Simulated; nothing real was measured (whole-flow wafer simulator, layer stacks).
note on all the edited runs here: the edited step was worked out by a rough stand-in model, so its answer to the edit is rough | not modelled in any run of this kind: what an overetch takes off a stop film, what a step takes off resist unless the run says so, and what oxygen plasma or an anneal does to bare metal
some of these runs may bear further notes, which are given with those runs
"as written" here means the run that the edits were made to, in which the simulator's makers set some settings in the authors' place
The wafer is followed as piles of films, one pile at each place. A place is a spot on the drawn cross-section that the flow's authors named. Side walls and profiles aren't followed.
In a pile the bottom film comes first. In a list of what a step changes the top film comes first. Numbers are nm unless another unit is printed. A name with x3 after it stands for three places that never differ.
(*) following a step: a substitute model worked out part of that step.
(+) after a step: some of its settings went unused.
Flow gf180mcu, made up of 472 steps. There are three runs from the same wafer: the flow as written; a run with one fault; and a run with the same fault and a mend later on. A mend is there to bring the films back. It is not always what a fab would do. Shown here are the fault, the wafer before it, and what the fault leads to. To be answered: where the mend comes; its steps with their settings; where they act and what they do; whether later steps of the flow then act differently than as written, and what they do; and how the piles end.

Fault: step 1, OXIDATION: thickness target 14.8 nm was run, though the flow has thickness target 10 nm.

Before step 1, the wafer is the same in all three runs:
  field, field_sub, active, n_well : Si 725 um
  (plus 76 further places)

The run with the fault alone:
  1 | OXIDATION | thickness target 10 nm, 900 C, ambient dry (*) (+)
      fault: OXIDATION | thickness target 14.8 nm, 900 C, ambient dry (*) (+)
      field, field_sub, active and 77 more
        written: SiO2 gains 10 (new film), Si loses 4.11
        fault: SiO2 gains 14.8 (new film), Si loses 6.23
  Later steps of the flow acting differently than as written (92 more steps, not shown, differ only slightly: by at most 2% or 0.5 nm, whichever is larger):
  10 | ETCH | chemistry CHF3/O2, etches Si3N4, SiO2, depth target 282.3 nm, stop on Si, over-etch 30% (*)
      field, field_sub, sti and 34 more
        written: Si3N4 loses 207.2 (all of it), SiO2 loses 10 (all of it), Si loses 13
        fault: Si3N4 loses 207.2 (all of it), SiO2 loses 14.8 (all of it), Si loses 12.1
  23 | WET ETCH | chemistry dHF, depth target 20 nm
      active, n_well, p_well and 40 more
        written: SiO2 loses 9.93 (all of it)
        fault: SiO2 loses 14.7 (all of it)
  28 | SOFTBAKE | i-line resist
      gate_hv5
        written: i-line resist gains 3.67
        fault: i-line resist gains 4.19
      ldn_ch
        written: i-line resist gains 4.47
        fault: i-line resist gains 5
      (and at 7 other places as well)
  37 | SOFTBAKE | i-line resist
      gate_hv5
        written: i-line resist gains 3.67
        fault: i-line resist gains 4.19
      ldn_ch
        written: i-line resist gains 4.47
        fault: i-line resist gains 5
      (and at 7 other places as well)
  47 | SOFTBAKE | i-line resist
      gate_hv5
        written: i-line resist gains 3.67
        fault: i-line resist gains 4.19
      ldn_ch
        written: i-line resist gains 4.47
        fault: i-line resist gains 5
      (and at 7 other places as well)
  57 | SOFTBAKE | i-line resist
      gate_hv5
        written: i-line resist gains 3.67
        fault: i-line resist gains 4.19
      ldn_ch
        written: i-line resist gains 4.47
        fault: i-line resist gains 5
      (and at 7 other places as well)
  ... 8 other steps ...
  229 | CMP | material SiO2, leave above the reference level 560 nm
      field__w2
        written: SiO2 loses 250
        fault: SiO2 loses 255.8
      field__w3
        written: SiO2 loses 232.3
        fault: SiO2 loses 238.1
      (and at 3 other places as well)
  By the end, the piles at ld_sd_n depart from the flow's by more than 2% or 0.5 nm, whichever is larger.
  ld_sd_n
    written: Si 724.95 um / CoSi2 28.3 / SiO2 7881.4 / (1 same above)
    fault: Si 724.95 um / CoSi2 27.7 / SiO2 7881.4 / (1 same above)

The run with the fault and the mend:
  The mend follows step 1.
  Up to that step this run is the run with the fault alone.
  1a | WET ETCH | chemistry dHF, depth target 4.8 nm, 25 C, dilution 100:1
      field, field_sub, active and 77 more
        SiO2 loses 4.8
  Later steps of the flow that are run all act as written at every place that is followed.
  The piles end only slightly different from the flow's at the places that both follow, by no more than 2% or 0.5 nm, whichever is larger.
